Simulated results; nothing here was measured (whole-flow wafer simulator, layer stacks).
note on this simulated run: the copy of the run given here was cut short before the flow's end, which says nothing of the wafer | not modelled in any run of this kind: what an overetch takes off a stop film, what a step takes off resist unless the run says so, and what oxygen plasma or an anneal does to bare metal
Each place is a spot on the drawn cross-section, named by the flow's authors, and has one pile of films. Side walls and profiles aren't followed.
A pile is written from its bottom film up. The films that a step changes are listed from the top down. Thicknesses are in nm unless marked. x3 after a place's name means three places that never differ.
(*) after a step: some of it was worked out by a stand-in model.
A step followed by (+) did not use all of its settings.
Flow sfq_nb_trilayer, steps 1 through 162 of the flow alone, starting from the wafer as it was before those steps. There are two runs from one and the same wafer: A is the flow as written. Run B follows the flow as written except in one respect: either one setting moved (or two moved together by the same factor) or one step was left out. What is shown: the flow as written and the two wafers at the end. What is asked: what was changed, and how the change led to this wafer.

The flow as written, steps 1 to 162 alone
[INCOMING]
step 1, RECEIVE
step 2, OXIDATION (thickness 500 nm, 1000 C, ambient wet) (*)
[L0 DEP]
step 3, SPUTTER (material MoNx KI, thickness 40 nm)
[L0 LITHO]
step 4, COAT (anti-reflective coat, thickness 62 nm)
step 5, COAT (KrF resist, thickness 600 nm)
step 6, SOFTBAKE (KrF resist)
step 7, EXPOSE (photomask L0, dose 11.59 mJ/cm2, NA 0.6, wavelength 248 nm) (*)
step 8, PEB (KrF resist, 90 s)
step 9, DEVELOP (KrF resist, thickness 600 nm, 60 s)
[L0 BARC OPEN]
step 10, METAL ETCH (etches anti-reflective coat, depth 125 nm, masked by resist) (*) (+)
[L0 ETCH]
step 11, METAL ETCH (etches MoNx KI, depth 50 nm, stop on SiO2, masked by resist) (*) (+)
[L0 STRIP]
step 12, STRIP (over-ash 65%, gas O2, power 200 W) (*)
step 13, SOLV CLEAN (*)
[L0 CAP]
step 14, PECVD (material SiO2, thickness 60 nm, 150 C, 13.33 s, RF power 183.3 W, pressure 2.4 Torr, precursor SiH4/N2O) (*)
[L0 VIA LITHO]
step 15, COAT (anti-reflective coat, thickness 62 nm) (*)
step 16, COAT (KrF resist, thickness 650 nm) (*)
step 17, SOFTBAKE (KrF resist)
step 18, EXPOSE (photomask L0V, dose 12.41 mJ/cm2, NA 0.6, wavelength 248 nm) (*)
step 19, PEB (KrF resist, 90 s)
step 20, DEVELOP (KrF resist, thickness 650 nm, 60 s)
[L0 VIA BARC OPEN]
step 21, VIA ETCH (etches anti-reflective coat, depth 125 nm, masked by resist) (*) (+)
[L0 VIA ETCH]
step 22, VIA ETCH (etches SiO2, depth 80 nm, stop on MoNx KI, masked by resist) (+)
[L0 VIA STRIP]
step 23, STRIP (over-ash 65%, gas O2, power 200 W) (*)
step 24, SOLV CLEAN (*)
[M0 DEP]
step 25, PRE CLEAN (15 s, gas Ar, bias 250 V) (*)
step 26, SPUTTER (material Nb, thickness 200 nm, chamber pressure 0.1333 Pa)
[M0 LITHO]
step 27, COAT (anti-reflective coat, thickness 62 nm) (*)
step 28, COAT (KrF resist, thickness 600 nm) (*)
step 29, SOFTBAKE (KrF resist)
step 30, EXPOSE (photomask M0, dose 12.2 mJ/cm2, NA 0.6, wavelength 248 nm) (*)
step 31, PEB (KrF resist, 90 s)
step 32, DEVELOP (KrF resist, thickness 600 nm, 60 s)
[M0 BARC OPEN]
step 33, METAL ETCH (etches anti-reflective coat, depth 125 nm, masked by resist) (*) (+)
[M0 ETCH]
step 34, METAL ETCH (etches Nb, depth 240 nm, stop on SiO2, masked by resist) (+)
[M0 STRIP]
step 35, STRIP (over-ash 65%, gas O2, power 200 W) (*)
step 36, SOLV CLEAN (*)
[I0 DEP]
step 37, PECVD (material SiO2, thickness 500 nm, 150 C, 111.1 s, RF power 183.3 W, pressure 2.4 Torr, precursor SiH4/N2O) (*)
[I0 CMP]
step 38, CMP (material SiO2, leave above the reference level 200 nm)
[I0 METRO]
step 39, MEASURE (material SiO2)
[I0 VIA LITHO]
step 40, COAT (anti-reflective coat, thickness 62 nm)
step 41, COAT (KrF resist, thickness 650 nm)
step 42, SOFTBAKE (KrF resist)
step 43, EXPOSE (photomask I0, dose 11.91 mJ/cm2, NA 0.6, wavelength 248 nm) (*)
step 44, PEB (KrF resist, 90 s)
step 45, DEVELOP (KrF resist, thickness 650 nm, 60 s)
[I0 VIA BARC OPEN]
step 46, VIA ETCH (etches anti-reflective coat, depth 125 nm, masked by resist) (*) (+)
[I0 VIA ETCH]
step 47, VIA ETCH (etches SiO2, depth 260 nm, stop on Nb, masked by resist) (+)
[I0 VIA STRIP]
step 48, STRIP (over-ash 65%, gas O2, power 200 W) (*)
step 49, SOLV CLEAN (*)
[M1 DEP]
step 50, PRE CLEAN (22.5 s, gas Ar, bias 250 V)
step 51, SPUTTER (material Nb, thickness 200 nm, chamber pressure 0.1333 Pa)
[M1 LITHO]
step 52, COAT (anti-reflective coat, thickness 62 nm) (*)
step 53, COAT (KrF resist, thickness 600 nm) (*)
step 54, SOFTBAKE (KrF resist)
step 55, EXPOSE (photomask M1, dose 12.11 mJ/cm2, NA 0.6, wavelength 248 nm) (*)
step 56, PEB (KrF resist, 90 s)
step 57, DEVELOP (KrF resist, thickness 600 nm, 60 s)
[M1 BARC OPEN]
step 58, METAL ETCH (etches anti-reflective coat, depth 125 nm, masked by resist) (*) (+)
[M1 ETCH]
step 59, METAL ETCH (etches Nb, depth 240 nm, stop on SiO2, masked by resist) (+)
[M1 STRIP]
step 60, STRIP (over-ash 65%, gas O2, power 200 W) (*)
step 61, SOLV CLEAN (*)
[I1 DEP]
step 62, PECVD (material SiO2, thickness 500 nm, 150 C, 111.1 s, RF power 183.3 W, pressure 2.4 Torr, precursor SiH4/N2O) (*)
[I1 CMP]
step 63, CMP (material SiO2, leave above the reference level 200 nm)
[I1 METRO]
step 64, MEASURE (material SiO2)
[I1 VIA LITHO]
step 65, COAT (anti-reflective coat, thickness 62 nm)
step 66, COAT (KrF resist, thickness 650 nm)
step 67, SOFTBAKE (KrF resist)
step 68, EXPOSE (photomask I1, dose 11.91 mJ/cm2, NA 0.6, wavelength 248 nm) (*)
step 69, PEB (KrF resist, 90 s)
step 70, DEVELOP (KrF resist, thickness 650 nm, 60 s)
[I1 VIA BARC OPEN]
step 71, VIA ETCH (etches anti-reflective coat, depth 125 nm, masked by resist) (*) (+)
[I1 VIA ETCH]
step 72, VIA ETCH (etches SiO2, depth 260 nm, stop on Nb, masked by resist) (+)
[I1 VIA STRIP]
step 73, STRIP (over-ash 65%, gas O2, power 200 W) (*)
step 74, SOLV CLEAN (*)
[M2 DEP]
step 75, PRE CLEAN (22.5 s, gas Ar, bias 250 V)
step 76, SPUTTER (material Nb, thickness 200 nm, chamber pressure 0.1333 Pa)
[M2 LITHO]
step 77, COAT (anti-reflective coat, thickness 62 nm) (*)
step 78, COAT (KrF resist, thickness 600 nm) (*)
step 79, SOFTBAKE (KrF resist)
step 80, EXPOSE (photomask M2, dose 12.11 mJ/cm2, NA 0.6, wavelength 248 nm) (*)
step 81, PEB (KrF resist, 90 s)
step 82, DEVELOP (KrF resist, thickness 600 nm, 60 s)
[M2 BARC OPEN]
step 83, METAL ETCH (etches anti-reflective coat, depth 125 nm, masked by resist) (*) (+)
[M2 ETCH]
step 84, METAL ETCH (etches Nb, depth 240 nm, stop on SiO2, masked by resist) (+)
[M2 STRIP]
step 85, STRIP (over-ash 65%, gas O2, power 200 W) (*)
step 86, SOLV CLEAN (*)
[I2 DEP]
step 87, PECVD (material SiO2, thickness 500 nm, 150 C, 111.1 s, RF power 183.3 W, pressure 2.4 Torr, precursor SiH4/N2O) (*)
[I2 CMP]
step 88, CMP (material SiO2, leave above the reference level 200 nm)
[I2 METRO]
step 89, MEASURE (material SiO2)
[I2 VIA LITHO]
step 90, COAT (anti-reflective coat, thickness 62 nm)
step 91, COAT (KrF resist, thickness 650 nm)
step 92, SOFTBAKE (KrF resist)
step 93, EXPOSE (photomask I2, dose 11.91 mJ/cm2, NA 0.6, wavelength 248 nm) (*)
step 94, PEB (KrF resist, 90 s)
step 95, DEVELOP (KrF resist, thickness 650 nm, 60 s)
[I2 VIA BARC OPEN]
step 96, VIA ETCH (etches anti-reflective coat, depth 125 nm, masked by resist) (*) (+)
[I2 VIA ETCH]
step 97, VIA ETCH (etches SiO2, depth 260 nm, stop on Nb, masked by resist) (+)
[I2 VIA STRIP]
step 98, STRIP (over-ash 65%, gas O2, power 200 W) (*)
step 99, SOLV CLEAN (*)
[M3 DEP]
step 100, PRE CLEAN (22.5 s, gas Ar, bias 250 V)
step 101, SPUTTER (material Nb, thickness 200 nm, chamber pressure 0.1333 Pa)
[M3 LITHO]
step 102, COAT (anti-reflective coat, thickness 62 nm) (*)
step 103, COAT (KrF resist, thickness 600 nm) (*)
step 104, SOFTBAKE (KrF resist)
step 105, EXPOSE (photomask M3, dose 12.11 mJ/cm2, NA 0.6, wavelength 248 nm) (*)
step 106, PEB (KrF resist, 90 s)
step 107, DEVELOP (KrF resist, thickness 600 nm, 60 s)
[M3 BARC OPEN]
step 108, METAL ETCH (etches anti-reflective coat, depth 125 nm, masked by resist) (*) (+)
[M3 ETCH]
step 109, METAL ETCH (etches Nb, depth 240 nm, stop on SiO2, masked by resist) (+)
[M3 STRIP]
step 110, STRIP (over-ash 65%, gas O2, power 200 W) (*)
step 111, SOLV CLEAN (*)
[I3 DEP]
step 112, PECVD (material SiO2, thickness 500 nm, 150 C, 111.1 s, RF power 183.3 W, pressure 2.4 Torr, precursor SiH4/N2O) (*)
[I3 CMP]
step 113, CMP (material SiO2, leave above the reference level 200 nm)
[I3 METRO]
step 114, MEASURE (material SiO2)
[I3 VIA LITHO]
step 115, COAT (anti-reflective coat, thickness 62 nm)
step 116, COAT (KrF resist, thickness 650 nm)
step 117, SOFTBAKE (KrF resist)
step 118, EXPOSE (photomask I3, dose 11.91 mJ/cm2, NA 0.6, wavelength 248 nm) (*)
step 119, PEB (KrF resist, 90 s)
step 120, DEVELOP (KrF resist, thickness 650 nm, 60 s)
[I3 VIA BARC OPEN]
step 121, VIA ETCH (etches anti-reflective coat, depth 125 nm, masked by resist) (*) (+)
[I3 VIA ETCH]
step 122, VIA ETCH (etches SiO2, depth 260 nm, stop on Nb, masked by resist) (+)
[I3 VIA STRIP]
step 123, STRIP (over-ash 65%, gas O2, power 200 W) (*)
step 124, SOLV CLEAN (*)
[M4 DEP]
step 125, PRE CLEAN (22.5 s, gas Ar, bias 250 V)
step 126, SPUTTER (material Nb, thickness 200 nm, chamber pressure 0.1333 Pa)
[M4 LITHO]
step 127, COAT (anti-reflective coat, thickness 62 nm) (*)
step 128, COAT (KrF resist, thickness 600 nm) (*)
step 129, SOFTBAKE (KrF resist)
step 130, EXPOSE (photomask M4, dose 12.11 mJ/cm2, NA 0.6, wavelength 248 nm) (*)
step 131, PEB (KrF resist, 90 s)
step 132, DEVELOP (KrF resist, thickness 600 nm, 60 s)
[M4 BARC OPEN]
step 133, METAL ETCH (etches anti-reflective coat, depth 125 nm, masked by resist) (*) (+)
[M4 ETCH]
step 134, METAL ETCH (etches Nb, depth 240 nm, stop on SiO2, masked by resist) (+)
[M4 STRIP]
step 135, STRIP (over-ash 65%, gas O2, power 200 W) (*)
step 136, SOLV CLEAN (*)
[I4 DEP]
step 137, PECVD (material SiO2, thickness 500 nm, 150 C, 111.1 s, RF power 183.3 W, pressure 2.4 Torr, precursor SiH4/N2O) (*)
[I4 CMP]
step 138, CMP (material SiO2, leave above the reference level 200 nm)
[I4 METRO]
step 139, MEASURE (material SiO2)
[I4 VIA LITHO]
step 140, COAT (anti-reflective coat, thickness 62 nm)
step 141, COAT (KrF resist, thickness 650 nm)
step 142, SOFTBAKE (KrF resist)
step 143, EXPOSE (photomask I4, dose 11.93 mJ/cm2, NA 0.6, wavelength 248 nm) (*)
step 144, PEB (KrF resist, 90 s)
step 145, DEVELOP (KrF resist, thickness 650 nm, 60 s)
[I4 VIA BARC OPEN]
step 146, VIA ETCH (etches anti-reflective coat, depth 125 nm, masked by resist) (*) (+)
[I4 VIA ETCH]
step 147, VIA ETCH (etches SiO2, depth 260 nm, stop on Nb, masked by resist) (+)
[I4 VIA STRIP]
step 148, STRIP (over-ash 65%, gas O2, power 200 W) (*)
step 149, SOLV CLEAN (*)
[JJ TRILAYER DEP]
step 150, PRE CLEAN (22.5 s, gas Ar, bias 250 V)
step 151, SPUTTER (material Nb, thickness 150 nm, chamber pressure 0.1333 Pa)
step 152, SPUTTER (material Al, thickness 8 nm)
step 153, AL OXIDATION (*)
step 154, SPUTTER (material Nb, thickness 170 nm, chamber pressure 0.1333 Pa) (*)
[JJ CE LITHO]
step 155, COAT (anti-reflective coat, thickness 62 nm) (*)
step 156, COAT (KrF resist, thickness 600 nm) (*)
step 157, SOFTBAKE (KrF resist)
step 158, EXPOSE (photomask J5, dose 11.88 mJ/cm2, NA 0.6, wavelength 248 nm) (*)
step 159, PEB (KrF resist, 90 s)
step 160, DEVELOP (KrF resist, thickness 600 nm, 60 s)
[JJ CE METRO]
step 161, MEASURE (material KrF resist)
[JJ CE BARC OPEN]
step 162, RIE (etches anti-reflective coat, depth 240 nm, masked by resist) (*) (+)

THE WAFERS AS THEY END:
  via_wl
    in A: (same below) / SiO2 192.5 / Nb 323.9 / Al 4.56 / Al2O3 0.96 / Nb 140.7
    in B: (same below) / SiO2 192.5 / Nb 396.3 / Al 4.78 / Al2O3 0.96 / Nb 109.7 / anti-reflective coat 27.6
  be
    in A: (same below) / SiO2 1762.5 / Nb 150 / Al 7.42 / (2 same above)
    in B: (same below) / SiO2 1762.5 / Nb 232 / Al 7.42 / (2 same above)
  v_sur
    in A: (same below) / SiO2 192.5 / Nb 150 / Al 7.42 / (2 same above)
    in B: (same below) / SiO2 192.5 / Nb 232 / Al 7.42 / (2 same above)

Cause: step 151, SPUTTER: thickness 232 nm was run, while the flow as written has thickness 150 nm.
The wafer itself shows it: be has Nb 232, and step 151 as written asks for 150 nm.

How this came from the change, step by step:
  step 151, SPUTTER (material Nb, thickness 150 nm, chamber pressure 0.1333 Pa)
      field_l, v_sur, via_sp and 100 more: A +150 Nb (new film) | B +232 Nb (new film)
      via_wl, via_w, via_wr: A +130.4 Nb | B +202.8 Nb
  step 154, SPUTTER (material Nb, thickness 170 nm, chamber pressure 0.1333 Pa) (*)
      via_wl, via_wr: A +140.7 Nb (new film) | B +109.7 Nb (new film)
      via_w: A +141 Nb (new film) | B +155.2 Nb (new film)
  step 155, COAT (anti-reflective coat, thickness 62 nm) (*)
      via_wl, via_wr: A +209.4 anti-reflective coat (new film) | B +267.6 anti-reflective coat (new film)
      via_w: A +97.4 anti-reflective coat (new film) | B +103.5 anti-reflective coat (new film)
  step 156, COAT (KrF resist, thickness 600 nm) (*)
      via_wl: A +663 KrF resist (new film) | B +647.7 KrF resist (new film)
      via_wr: A +663.2 KrF resist (new film) | B +647.9 KrF resist (new film)
  step 160, DEVELOP (KrF resist, thickness 600 nm, 60 s)
      via_wl: A -661.6 KrF resist (all of it) | B -646.3 KrF resist (all of it)
      via_wr: A -661.8 KrF resist (all of it) | B -646.5 KrF resist (all of it)
  step 162, RIE (etches anti-reflective coat, depth 240 nm, masked by resist) (*) (+)
      via_wl, via_wr: A -209.4 anti-reflective coat (all of it) | B -240 anti-reflective coat
      ce_l, c5j, ce_r, wl_jj: A -209.4 KrF resist | B -240 KrF resist
      (also at 1 further place)
